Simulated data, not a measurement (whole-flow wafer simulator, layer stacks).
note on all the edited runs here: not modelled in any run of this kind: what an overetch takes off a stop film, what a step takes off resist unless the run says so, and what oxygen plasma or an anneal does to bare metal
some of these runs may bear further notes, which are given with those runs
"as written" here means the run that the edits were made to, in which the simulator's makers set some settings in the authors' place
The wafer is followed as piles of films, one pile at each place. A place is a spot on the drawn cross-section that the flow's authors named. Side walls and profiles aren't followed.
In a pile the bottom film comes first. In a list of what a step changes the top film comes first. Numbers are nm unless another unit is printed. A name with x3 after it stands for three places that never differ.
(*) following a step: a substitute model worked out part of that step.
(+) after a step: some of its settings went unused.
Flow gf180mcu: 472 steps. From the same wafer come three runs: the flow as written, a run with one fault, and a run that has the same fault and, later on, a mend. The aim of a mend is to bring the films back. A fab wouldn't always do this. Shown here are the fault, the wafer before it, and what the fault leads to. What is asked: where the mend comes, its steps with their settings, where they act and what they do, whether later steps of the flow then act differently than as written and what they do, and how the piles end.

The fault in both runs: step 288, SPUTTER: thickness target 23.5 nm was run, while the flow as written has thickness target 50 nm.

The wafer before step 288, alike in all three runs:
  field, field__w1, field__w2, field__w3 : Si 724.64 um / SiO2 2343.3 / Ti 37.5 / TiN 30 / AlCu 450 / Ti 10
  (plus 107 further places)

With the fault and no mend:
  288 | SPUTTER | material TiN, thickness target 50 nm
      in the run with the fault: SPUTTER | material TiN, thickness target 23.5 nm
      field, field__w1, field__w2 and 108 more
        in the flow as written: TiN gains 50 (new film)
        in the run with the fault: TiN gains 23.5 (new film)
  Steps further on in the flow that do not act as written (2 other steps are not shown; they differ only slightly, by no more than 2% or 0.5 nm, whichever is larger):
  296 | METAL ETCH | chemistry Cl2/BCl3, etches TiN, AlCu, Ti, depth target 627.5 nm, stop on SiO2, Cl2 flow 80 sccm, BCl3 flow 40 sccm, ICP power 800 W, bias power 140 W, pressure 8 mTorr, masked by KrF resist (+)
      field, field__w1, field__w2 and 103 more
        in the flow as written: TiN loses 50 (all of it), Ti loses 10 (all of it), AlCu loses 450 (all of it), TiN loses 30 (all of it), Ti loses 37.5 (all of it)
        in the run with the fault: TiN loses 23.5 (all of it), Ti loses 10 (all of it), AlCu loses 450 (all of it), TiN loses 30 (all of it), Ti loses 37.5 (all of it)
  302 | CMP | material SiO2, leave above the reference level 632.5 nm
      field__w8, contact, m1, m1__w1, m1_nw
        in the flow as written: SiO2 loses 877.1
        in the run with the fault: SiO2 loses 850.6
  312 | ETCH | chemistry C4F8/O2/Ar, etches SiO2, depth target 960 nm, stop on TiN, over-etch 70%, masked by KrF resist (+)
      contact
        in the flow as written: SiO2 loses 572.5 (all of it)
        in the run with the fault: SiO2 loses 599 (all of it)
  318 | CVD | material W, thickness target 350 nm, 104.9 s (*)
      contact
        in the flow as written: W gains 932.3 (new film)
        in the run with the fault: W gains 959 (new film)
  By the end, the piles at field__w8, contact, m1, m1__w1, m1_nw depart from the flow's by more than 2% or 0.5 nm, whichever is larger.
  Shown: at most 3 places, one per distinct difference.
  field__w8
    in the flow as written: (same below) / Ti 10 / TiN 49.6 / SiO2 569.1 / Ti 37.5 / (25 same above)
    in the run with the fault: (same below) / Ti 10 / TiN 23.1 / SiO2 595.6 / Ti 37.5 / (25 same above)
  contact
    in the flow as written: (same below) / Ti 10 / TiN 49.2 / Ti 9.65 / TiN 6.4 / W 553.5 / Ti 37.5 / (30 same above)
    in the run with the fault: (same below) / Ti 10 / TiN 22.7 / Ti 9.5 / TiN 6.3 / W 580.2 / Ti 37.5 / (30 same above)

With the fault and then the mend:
  The mend stands after step 295.
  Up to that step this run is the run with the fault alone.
  295a | STRIP | chemistry O2/N2, power 2160 W, pressure 1700 mTorr (*)
      field__w8, contact, m1, m1__w1, m1_nw
        KrF resist loses 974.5 (all of it)
  295b | SPUTTER | material TiN, thickness target 26.5 nm (the flow's step 288, run once more with other settings)
      field, field__w1, field__w2 and 108 more
        TiN gains 26.5
  295c | HMDS | 120 C, 60 s (the flow's step 290, run once more)
      leaves every film unchanged at each place that is followed
  295d | COAT | KrF resist, thickness 1000 nm (the flow's step 291, run once more)
      field, field__w1, field__w2 and 108 more
        KrF resist gains 1000 (new film)
  295e | SOFTBAKE | KrF resist (the flow's step 292, run once more)
      leaves every film unchanged at each place that is followed
  295f | EXPOSE | photomask Metal2 (the flow's step 293, run once more)
      leaves every film unchanged at each place that is followed
  295g | PEB | KrF resist, 135 C, 90 s (the flow's step 294, run once more)
      field, field__w1, field__w2 and 108 more
        KrF resist loses 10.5
  295h | DEVELOP | thickness 1000 nm, 60 s (the flow's step 295, run once more)
      field, field__w1, field__w2 and 103 more
        KrF resist loses 989.5 (all of it)
      field__w8, contact, m1, m1__w1, m1_nw
        KrF resist loses 14.9
  None of the later steps of the flow acts differently than as written at any place that is followed.
  By the end, the piles equal the flow's at every place that both follow.
